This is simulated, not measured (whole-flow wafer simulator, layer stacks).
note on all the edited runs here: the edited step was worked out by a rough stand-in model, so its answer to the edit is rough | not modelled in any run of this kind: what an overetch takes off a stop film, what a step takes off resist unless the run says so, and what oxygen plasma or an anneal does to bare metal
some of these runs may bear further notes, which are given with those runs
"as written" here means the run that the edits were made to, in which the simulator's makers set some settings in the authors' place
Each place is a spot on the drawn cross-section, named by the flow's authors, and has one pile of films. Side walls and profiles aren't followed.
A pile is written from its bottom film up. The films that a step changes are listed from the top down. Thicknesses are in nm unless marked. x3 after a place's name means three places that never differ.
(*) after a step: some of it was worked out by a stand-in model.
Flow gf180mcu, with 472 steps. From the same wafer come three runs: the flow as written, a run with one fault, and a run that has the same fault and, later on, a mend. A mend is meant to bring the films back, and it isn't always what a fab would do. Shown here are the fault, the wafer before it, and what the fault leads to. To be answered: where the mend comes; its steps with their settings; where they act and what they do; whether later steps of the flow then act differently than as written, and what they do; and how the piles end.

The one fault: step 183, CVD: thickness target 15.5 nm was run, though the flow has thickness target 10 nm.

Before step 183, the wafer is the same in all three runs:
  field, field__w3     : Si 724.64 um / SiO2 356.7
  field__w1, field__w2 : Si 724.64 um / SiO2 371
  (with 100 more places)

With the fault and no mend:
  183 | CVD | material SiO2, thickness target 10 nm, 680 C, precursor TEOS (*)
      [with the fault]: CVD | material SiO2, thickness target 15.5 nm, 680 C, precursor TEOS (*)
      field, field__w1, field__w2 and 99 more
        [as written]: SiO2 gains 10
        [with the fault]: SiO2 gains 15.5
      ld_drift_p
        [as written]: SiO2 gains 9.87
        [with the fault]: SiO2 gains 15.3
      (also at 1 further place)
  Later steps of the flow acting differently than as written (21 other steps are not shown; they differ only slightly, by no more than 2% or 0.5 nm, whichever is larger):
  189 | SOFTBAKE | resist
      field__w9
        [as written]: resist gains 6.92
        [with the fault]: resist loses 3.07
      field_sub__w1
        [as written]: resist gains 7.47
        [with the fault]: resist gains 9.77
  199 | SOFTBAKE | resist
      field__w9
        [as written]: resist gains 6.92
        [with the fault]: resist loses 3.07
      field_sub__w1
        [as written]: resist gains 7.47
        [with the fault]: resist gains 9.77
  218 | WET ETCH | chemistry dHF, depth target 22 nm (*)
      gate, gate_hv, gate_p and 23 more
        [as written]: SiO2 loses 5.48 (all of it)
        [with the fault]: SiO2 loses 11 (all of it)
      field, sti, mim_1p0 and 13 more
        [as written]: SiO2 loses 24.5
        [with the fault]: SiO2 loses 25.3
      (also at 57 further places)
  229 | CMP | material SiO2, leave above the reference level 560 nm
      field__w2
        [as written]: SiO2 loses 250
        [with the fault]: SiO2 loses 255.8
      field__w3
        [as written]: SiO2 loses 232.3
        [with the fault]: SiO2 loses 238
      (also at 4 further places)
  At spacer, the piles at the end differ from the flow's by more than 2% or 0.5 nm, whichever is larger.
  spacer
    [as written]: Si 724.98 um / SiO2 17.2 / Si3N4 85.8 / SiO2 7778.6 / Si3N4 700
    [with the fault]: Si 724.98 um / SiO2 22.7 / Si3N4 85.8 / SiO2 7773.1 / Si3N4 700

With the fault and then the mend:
  After step 183 comes the mend.
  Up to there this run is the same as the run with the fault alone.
  183a | WET ETCH | chemistry dHF, depth target 5.5 nm, 25 C, dilution 100:1 (a further turn of the flow's step 17, with different settings)
      field, field__w1, field__w2 and 101 more
        SiO2 loses 5.5
  Every later step of the flow that is run acts as written, at every place that is followed, to within 2% or 0.5 nm, whichever is larger.
  The piles end only slightly different from the flow's at the places that both follow, by no more than 2% or 0.5 nm, whichever is larger.
